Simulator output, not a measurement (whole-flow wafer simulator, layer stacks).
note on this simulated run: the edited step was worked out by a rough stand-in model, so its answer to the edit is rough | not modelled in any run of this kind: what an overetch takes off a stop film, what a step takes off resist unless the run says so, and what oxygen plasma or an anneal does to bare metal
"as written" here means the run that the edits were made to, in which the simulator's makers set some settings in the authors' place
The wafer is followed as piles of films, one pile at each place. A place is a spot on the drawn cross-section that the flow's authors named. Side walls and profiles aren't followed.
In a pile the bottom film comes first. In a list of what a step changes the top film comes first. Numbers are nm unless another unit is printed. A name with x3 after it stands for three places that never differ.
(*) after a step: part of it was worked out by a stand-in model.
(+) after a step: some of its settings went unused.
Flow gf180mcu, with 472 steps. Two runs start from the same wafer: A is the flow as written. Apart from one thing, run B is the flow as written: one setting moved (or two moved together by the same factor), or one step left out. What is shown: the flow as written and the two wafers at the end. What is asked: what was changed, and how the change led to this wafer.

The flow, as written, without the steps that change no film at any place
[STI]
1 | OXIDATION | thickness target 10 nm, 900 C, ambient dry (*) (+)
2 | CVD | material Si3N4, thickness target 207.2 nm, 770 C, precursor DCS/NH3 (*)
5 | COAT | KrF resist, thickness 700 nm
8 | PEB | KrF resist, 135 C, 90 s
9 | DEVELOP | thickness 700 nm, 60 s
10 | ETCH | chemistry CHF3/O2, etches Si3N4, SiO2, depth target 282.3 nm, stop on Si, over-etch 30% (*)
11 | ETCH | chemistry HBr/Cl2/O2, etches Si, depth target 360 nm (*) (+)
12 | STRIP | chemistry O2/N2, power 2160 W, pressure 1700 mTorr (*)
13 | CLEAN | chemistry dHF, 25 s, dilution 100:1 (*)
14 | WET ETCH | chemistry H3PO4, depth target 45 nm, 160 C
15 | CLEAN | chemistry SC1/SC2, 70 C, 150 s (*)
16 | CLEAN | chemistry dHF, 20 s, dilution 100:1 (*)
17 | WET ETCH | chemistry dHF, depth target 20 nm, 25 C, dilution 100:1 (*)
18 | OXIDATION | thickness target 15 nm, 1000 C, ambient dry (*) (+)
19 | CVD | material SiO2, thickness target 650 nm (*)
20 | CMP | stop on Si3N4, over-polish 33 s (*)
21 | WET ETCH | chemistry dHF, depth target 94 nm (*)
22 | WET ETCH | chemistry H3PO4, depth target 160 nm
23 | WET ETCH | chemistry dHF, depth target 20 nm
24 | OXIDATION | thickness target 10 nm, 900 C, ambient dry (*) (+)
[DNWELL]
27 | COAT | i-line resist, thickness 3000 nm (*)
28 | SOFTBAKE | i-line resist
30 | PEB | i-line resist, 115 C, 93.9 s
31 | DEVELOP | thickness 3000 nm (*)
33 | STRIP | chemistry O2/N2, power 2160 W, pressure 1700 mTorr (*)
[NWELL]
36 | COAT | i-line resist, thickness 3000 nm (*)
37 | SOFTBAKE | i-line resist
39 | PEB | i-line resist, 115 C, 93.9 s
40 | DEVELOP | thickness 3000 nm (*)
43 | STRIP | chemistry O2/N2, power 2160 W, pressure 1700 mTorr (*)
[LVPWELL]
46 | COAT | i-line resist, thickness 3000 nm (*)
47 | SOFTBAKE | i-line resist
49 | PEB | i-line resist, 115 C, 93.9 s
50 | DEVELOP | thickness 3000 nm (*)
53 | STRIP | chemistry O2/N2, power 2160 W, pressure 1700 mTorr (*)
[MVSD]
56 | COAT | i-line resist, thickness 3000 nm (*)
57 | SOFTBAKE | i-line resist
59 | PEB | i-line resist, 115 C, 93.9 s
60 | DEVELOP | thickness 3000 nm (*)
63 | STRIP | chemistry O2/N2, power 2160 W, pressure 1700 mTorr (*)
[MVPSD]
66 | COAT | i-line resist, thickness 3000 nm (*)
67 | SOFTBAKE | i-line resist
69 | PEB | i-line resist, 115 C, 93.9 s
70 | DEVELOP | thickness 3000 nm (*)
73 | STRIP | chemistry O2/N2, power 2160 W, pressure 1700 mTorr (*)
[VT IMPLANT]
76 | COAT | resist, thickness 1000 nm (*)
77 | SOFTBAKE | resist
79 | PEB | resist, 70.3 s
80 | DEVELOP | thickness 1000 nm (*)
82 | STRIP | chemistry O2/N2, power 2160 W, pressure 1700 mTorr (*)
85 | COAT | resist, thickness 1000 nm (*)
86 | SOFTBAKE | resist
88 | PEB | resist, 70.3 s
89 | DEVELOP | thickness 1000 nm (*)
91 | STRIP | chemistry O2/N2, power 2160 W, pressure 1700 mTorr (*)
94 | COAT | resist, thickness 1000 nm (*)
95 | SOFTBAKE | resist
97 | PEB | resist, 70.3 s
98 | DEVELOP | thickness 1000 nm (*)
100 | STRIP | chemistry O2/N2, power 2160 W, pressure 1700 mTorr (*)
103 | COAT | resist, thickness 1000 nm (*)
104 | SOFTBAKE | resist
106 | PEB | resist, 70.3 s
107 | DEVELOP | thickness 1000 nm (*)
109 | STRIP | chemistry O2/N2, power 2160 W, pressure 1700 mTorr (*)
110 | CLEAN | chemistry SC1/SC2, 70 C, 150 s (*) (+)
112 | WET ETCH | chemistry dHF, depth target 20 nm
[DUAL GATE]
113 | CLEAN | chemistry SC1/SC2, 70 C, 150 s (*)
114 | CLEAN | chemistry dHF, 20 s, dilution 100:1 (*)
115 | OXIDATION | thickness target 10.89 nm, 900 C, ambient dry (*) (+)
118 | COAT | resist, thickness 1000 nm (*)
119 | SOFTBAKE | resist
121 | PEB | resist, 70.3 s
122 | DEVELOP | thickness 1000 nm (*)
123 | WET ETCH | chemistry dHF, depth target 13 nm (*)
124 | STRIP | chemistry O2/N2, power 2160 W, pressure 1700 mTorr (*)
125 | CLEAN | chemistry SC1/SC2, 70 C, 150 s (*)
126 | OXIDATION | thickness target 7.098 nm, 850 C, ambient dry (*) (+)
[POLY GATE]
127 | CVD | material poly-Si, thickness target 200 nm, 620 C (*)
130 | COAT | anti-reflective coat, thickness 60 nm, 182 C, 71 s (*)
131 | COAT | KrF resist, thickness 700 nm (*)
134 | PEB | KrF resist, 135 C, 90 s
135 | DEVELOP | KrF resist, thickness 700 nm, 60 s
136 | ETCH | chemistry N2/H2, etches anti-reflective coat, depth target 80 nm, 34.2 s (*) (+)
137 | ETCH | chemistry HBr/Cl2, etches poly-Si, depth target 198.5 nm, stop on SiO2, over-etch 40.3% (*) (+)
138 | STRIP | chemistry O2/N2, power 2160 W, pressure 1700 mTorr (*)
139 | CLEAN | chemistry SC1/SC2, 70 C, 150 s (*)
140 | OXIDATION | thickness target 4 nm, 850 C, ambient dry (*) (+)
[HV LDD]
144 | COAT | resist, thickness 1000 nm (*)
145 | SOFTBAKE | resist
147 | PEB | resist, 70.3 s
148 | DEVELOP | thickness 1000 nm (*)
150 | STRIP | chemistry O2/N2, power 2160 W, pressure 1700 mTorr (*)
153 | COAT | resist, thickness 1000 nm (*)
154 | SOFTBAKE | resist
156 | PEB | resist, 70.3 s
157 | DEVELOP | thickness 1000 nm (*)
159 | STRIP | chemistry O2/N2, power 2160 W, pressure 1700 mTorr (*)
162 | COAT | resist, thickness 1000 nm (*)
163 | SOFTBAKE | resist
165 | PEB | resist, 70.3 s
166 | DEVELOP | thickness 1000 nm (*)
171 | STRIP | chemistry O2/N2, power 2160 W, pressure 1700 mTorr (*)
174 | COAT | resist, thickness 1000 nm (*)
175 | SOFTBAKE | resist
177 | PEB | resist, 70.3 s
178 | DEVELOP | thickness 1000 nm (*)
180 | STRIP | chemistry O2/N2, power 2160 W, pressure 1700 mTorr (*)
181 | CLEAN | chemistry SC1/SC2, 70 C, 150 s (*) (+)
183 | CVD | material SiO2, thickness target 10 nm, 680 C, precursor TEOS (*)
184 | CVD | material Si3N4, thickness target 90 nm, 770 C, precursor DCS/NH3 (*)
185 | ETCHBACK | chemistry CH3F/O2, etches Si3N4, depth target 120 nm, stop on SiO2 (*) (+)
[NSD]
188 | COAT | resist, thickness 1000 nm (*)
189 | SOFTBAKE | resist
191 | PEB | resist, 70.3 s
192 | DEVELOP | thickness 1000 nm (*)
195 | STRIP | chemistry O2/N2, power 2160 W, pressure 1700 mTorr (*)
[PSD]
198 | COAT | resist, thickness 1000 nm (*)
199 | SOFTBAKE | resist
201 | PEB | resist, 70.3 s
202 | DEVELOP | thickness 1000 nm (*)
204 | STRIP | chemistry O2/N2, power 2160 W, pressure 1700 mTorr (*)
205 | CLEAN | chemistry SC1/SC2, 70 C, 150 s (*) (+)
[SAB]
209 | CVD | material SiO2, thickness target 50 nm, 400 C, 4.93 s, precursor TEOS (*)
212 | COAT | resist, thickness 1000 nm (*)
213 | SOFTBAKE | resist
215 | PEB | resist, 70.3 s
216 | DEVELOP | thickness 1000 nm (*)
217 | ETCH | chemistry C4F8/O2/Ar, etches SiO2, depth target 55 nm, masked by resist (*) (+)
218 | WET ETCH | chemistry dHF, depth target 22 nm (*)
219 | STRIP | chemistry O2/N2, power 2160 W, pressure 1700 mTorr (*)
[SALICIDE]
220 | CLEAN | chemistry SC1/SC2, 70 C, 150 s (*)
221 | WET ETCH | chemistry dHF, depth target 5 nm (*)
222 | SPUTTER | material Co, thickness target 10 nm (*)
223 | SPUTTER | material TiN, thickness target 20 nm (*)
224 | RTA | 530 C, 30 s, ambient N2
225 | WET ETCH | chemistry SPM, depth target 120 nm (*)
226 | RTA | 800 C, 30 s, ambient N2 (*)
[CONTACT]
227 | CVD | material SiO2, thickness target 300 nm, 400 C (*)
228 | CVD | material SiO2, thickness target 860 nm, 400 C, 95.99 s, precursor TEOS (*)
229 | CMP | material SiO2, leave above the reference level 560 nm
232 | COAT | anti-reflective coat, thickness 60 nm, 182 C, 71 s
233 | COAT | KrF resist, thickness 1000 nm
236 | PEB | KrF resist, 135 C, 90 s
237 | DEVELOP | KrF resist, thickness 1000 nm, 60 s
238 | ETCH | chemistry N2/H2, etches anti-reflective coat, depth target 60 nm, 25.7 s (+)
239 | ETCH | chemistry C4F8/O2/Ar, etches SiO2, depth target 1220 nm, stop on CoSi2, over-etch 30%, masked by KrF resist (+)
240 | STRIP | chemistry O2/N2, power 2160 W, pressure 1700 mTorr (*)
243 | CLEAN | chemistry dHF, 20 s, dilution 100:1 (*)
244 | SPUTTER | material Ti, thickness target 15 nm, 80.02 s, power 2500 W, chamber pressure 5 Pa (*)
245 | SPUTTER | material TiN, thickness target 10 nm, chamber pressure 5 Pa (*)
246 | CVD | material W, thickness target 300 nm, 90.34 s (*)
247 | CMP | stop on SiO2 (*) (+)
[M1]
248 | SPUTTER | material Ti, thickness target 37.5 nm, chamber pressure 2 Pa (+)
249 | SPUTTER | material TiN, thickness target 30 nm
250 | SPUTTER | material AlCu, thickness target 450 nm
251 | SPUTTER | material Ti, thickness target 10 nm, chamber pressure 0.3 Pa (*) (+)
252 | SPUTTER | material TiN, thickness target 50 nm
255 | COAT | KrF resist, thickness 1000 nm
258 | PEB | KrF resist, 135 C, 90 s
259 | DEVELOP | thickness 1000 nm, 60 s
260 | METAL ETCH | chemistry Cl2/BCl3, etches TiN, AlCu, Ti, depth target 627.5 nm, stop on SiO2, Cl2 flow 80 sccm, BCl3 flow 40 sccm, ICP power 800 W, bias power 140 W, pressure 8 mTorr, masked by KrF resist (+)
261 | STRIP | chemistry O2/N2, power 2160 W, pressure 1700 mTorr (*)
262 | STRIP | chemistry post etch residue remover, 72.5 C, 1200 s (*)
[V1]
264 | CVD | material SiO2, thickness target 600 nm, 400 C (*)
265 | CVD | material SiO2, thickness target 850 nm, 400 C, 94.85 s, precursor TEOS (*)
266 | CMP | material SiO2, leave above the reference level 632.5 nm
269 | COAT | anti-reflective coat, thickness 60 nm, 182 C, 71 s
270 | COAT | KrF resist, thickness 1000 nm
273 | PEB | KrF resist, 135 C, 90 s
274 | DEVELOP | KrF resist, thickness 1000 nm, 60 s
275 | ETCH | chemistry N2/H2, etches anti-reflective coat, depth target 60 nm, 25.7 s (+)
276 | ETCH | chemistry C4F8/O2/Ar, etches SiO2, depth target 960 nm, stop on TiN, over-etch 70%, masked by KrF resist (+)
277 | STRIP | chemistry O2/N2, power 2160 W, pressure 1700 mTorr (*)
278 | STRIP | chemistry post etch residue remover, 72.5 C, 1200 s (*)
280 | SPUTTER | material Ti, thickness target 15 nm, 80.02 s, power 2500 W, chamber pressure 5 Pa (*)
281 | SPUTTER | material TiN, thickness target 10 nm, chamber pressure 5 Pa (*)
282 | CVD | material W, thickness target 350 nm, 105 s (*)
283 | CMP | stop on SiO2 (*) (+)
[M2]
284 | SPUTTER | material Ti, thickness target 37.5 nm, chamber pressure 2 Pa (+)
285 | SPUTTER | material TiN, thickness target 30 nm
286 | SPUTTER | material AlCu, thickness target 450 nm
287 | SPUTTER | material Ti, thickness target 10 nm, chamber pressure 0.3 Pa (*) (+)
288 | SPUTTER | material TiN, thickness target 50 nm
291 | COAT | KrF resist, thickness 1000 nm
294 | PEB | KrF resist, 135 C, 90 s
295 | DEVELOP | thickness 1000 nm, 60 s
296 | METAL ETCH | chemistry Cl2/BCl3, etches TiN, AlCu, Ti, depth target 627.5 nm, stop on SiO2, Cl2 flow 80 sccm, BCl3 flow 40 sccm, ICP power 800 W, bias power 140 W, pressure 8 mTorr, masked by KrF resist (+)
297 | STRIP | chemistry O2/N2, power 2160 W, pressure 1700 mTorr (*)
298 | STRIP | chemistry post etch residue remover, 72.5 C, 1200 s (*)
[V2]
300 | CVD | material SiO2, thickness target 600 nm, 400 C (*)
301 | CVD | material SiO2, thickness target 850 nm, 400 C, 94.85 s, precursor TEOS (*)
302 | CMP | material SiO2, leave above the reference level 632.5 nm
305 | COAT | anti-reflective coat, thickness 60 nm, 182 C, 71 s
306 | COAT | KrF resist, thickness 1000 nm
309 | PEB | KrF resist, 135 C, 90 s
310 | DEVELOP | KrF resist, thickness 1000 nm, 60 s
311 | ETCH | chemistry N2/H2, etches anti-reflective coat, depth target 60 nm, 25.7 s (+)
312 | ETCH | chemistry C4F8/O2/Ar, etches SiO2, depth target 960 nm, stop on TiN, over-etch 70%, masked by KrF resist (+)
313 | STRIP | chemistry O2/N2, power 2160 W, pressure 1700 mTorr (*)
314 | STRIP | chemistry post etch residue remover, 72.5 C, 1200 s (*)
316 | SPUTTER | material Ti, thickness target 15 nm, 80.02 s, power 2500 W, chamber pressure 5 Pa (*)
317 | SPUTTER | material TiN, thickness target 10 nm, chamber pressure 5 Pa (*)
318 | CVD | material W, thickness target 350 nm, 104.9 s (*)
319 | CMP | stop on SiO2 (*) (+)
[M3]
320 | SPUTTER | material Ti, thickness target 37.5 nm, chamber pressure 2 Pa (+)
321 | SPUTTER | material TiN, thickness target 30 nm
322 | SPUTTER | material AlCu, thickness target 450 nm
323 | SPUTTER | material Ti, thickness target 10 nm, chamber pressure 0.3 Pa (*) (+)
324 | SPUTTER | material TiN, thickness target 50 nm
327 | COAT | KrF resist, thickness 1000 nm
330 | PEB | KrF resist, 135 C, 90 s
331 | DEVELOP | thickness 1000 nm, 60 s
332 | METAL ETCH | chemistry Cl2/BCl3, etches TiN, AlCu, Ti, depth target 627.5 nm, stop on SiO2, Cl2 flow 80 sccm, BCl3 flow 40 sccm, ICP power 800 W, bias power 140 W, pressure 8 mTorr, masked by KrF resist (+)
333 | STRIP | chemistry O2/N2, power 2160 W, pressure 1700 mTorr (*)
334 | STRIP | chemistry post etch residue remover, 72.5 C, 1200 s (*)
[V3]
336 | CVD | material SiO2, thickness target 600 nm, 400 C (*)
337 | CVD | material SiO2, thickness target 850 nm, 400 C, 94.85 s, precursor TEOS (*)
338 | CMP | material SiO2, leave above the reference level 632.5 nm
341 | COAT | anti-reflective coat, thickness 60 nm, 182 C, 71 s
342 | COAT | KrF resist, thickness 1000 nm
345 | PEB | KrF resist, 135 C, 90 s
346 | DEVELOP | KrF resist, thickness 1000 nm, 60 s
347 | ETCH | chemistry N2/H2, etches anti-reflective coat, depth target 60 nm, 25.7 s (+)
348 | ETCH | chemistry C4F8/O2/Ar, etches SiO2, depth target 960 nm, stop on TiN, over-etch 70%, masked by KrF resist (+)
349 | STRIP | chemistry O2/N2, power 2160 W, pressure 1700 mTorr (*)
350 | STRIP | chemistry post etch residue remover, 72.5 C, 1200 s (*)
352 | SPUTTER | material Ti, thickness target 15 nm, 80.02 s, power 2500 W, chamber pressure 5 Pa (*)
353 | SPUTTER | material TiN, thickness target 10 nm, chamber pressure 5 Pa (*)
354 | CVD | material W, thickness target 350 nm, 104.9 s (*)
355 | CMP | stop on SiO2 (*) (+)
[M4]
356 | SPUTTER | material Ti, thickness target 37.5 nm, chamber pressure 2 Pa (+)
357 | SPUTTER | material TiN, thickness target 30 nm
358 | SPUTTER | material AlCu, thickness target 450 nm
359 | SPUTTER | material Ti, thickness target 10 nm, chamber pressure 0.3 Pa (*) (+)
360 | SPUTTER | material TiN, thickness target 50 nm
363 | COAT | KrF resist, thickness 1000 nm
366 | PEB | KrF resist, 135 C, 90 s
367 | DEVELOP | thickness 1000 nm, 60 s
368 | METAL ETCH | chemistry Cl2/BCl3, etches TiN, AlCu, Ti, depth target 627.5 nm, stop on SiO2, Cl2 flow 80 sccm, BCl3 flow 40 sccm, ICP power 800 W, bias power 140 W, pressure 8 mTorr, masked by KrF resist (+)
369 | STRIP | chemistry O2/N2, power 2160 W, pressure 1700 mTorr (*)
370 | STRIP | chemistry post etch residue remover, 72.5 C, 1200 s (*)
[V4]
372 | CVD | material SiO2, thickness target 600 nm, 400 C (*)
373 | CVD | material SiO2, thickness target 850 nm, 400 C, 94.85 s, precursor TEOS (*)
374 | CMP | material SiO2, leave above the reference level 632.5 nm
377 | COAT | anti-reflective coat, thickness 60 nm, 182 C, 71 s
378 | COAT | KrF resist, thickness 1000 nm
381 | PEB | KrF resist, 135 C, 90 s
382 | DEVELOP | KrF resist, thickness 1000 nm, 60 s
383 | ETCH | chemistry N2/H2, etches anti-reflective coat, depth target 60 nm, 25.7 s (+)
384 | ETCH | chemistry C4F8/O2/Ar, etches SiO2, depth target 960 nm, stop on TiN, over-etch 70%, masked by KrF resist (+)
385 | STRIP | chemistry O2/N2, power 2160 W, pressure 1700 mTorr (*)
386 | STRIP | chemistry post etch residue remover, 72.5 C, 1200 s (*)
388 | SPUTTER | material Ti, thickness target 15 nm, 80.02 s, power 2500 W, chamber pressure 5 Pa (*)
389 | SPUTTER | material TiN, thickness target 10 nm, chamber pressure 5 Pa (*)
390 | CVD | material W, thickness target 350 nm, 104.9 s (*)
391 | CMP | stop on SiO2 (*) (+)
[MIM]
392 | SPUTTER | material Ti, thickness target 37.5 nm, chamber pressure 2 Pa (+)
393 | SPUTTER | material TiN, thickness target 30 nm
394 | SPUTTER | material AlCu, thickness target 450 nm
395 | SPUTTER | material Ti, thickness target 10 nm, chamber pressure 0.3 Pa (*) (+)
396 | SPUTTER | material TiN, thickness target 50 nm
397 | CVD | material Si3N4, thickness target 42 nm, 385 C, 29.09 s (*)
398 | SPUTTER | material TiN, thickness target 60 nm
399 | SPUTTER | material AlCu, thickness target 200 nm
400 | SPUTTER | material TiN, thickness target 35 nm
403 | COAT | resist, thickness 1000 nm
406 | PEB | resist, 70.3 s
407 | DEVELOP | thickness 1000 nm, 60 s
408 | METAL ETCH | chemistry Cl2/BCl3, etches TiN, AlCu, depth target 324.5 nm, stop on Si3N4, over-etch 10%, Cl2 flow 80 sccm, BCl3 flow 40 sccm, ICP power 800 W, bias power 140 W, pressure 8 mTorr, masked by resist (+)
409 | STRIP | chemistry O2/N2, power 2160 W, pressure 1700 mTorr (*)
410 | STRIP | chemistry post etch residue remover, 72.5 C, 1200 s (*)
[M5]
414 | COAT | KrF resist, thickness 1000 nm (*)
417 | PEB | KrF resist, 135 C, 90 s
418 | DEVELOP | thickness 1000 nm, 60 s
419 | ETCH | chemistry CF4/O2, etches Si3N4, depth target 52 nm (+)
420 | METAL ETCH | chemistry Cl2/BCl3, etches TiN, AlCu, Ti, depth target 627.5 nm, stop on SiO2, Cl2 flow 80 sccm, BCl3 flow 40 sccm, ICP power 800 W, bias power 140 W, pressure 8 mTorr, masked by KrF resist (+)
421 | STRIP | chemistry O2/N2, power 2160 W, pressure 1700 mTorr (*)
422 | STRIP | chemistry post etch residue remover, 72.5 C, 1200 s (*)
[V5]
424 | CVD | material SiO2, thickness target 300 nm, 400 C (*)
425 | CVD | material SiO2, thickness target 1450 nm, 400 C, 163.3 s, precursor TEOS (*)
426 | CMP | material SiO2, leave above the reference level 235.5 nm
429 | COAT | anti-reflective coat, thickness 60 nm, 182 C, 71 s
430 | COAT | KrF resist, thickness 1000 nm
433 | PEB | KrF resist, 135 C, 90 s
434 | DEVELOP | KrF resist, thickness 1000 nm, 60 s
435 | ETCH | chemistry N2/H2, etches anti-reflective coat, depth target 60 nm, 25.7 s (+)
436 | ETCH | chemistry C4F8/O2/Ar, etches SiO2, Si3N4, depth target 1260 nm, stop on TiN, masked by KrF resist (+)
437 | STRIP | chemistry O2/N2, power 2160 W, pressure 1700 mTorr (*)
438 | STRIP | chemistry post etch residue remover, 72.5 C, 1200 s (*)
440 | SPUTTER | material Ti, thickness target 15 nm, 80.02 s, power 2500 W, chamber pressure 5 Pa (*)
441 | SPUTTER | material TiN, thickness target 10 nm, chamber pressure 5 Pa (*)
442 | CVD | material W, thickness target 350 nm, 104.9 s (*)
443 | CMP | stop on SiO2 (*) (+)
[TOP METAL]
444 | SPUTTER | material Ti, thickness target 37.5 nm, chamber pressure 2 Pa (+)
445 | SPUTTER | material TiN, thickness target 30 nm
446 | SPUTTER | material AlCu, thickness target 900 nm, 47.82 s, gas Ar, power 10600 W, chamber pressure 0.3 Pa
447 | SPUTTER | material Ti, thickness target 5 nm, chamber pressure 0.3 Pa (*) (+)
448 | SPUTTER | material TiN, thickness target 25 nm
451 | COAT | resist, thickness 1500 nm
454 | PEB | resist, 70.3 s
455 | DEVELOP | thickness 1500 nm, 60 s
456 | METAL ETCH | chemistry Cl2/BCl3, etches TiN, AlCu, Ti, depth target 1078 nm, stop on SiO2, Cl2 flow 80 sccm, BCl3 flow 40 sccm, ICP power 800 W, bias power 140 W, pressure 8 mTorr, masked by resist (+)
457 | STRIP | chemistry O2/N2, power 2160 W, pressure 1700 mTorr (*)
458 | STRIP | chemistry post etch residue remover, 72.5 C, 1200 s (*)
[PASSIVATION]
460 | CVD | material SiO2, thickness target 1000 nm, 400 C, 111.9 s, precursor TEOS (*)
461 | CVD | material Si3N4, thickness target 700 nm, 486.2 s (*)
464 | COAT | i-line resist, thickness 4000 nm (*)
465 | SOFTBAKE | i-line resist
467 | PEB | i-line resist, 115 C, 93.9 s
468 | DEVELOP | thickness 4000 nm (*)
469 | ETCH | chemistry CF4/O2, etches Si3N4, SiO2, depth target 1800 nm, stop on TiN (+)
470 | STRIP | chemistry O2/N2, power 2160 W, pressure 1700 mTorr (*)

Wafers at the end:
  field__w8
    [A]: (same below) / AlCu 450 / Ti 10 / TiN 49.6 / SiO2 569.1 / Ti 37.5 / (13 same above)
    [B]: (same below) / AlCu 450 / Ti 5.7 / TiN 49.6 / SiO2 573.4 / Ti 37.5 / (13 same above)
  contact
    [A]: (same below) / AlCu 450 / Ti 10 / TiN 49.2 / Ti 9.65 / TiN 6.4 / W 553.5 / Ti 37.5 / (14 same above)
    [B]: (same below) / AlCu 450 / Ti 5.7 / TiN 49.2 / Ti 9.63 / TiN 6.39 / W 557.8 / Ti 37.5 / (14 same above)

What caused this: step 359, SPUTTER: thickness target 5.7 nm was run, while the flow as written has thickness target 10 nm.
The wafer lets one read it off: field__w8 has Ti 5.7, and step 359 as written asks for 10 nm.

Step by step, how the change led to this:
  359 | SPUTTER | material Ti, thickness target 10 nm, chamber pressure 0.3 Pa (*) (+)
      field, field__w1, field__w2 and 108 more: A +10 Ti (new film) | B +5.7 Ti (new film)
  368 | METAL ETCH | chemistry Cl2/BCl3, etches TiN, AlCu, Ti, depth target 627.5 nm, stop on SiO2, Cl2 flow 80 sccm, BCl3 flow 40 sccm, ICP power 800 W, bias power 140 W, pressure 8 mTorr, masked by KrF resist (+)
      field, field__w1, field__w2 and 103 more: A -50 TiN (all of it), -10 Ti (all of it), -450 AlCu (all of it), -30 TiN (all of it), -37.5 Ti (all of it) | B -50 TiN (all of it), -5.7 Ti (all of it), -450 AlCu (all of it), -30 TiN (all of it), -37.5 Ti (all of it)
